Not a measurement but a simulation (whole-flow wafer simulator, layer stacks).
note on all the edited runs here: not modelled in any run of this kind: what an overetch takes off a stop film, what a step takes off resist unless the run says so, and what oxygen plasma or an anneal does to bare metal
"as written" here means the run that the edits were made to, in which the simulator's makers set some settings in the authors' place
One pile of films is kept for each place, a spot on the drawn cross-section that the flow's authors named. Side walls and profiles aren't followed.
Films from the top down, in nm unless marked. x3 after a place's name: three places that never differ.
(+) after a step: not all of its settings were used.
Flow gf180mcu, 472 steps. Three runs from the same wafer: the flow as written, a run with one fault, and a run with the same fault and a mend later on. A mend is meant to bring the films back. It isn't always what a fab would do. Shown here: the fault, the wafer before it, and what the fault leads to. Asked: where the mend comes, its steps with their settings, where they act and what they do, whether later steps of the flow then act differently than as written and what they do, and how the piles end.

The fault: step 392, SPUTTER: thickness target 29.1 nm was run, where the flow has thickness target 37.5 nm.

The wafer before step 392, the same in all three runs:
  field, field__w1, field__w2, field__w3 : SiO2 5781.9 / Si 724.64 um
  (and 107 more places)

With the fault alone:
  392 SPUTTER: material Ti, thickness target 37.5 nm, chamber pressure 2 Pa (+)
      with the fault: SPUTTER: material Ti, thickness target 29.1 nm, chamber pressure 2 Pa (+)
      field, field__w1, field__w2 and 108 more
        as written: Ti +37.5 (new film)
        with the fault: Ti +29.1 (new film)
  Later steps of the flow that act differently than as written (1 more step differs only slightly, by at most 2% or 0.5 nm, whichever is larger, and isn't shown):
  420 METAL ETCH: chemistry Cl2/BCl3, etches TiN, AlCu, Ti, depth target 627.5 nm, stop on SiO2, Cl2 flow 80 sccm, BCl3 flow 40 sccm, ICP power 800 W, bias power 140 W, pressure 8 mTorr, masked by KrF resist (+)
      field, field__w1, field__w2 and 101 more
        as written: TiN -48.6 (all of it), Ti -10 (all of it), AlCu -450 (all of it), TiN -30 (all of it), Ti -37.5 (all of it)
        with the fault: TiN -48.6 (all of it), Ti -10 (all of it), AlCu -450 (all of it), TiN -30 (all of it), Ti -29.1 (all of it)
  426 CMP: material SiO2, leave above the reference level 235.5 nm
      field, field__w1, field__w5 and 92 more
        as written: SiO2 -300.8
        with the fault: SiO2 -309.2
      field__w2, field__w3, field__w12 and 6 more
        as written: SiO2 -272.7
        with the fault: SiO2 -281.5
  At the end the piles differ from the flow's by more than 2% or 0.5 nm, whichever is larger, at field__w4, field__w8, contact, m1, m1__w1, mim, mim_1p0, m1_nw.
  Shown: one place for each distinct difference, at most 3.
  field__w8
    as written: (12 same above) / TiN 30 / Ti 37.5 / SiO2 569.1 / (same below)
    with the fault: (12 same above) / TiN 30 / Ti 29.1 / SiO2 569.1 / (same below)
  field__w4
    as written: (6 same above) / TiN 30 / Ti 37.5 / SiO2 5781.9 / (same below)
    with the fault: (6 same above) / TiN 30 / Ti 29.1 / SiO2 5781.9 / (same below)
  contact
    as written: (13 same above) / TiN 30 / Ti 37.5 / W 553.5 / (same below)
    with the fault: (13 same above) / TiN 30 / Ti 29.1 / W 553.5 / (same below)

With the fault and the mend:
  The mend comes after step 392.
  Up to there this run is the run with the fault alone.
  392a SPUTTER: material Ti, thickness target 8.4 nm, chamber pressure 2 Pa (+) (the flow's step 392 once more, with other settings)
      field, field__w1, field__w2 and 108 more
        Ti +8.4
  No later step of the flow acts differently than as written at any place that is followed.
  At the end the piles are the same as the flow's at every place that both follow.
